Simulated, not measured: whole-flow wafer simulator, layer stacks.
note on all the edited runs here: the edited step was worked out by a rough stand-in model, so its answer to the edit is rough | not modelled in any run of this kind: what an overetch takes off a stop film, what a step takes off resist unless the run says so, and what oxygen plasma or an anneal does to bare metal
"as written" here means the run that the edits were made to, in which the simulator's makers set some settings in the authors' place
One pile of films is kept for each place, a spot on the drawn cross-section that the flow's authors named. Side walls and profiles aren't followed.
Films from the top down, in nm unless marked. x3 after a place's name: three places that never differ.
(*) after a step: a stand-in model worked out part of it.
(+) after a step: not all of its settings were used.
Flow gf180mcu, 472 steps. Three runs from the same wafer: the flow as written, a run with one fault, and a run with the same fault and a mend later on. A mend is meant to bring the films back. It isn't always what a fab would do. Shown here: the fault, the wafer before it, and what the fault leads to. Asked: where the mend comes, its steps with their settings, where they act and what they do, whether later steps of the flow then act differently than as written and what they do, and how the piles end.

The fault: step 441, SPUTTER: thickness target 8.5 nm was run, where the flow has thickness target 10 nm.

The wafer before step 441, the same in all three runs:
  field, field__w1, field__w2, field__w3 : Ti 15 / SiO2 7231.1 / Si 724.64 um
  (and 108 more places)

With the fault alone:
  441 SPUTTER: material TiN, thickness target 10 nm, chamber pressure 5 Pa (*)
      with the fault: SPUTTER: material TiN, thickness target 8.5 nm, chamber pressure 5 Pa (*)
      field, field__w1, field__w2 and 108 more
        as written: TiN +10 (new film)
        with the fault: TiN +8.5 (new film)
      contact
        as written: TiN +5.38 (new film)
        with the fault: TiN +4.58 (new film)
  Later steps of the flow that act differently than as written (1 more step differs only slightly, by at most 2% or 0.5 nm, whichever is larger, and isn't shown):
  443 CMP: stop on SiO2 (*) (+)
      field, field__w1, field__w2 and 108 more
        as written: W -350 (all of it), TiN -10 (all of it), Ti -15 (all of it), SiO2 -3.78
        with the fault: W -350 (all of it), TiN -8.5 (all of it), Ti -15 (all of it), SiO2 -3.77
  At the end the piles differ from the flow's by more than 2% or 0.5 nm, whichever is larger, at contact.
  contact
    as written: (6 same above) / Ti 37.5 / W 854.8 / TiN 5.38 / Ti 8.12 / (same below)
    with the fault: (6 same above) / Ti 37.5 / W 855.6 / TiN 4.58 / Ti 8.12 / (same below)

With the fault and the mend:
  The mend comes after step 441.
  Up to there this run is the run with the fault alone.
  441a SPUTTER: material TiN, thickness target 1.5 nm, chamber pressure 5 Pa (*) (the flow's step 441 once more, with other settings)
      field, field__w1, field__w2 and 108 more
        TiN +1.5
      contact
        TiN +0.81
  No later step of the flow acts differently than as written at any place that is followed.
  At the end the piles are the same as the flow's at every place that both follow.
